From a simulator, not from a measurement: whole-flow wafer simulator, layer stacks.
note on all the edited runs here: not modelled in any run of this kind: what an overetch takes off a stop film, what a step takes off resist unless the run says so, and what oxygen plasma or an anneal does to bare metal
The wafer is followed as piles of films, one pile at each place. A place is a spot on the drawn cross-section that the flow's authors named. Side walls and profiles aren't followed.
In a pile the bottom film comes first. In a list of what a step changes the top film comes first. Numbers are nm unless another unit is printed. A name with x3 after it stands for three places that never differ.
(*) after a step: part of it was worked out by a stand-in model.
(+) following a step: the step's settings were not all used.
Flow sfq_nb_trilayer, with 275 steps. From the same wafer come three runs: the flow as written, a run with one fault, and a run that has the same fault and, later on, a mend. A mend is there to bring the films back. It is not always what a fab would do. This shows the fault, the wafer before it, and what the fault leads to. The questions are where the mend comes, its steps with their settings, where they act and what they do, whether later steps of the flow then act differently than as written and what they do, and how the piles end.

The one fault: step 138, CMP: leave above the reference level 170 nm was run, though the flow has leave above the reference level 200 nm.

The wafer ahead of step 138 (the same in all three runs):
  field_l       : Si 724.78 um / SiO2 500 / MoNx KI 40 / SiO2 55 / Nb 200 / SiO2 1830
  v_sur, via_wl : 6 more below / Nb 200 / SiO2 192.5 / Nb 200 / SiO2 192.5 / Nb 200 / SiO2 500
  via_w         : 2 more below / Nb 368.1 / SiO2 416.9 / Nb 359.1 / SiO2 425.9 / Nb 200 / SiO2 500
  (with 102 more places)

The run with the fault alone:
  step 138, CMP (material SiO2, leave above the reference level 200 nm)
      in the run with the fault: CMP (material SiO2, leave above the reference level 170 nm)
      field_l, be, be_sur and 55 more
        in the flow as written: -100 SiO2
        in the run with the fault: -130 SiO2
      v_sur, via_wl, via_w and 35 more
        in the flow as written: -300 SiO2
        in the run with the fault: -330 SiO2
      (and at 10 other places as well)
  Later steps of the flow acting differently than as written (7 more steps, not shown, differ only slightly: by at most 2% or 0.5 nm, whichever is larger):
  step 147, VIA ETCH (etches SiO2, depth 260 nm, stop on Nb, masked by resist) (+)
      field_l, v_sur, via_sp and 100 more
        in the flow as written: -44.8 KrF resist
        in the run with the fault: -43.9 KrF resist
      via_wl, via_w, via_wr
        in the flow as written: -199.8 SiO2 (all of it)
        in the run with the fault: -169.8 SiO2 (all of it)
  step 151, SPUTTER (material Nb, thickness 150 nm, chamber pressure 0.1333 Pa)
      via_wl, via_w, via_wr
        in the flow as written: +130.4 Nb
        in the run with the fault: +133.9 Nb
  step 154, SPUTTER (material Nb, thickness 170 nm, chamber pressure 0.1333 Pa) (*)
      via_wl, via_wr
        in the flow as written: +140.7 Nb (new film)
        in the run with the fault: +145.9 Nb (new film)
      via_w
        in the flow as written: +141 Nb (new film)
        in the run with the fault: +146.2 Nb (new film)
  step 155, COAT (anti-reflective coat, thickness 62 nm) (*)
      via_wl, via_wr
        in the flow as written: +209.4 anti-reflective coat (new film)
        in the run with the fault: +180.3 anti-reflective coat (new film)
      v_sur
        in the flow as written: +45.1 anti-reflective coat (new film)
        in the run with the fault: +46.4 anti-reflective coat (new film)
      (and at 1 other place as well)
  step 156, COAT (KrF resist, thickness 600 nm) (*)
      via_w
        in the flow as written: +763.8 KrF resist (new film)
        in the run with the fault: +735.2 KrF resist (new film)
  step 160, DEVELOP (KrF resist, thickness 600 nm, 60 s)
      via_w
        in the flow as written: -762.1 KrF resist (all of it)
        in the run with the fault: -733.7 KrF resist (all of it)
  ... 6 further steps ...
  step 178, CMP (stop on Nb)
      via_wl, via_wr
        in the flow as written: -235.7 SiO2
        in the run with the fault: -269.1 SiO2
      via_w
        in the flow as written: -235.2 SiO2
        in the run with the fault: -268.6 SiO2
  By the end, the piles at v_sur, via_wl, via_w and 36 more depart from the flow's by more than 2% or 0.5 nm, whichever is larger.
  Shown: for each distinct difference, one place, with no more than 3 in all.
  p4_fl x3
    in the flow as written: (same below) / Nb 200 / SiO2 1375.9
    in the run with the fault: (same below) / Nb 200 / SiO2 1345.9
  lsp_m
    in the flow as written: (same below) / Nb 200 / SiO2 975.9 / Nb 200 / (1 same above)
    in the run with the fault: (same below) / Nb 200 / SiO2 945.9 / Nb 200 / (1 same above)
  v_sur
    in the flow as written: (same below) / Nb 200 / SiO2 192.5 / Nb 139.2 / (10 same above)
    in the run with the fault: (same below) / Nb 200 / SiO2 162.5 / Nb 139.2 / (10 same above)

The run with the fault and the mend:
  After step 139 comes the mend.
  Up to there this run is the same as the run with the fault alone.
  step 139a, PECVD (material SiO2, thickness 30 nm, 150 C, 6.667 s, RF power 183.3 W, pressure 2.4 Torr, precursor SiH4/N2O) (the flow's step 137, run once more with other settings)
      field_l, v_sur, via_wl and 103 more
        +30 SiO2
  Later steps of the flow that are run all act as written at every place that is followed, up to a difference of at most 2% or 0.5 nm, whichever is larger.
  When the end is reached, the piles differ only a little from the flow's at the places that both follow, at most by 2% or 0.5 nm, whichever is larger.
